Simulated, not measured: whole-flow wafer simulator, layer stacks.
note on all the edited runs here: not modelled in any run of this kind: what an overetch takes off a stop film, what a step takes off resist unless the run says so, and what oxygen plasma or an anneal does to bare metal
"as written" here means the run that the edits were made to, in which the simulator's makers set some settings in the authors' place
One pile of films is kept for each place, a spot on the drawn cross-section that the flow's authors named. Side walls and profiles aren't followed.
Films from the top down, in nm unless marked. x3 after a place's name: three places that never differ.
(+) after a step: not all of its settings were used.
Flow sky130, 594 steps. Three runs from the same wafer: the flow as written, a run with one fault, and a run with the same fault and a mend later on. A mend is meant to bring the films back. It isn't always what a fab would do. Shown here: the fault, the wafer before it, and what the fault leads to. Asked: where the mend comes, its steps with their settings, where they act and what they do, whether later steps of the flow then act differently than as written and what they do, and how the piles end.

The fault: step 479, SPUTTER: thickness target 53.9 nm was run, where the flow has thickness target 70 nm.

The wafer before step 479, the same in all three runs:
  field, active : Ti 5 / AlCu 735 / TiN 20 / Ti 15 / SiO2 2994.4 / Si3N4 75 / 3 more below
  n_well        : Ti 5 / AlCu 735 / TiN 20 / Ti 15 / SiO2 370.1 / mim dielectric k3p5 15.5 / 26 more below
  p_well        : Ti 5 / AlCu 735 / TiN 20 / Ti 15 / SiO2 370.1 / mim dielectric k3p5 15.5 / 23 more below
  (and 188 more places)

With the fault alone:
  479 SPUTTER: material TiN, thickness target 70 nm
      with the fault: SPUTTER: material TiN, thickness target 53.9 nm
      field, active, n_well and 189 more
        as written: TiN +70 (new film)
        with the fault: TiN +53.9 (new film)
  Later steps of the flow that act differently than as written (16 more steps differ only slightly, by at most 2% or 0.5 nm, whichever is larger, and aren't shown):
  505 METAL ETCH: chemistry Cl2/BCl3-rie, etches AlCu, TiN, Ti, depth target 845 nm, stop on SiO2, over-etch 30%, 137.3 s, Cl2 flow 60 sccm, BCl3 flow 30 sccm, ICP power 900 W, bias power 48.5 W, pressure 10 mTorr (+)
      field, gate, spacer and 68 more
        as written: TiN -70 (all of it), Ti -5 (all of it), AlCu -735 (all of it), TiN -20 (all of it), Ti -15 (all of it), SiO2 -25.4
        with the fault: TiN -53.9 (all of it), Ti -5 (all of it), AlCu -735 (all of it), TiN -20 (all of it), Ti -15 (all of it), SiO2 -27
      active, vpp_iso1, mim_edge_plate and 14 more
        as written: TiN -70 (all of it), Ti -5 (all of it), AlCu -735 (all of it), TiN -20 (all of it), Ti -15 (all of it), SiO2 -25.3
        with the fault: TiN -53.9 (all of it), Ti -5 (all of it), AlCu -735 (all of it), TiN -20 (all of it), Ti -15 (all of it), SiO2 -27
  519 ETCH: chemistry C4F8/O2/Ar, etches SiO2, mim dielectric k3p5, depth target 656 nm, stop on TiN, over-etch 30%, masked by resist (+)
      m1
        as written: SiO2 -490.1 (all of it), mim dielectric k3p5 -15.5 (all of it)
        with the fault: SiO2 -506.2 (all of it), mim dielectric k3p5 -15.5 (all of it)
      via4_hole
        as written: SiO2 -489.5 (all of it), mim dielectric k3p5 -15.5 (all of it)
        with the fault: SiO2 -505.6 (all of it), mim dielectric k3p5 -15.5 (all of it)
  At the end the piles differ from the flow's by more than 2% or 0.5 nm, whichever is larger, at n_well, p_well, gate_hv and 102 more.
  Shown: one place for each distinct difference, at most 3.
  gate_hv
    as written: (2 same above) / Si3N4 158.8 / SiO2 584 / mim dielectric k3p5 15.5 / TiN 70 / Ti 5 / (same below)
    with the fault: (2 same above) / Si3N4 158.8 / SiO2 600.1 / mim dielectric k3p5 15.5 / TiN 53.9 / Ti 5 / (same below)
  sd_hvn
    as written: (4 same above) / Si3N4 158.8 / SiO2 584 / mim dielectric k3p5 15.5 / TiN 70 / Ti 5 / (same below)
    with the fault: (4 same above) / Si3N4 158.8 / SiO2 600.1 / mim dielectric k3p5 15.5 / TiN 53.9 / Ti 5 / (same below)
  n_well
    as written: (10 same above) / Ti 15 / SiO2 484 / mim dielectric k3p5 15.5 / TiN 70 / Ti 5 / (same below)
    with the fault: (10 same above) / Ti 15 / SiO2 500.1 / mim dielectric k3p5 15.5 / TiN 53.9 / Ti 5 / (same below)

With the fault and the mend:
  The mend comes after step 479.
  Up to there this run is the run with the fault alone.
  479a SPUTTER: material TiN, thickness target 16.1 nm (the flow's step 479 once more, with other settings)
      field, active, n_well and 189 more
        TiN +16.1
  No later step of the flow acts differently than as written at any place that is followed.
  At the end the piles are the same as the flow's at every place that both follow.
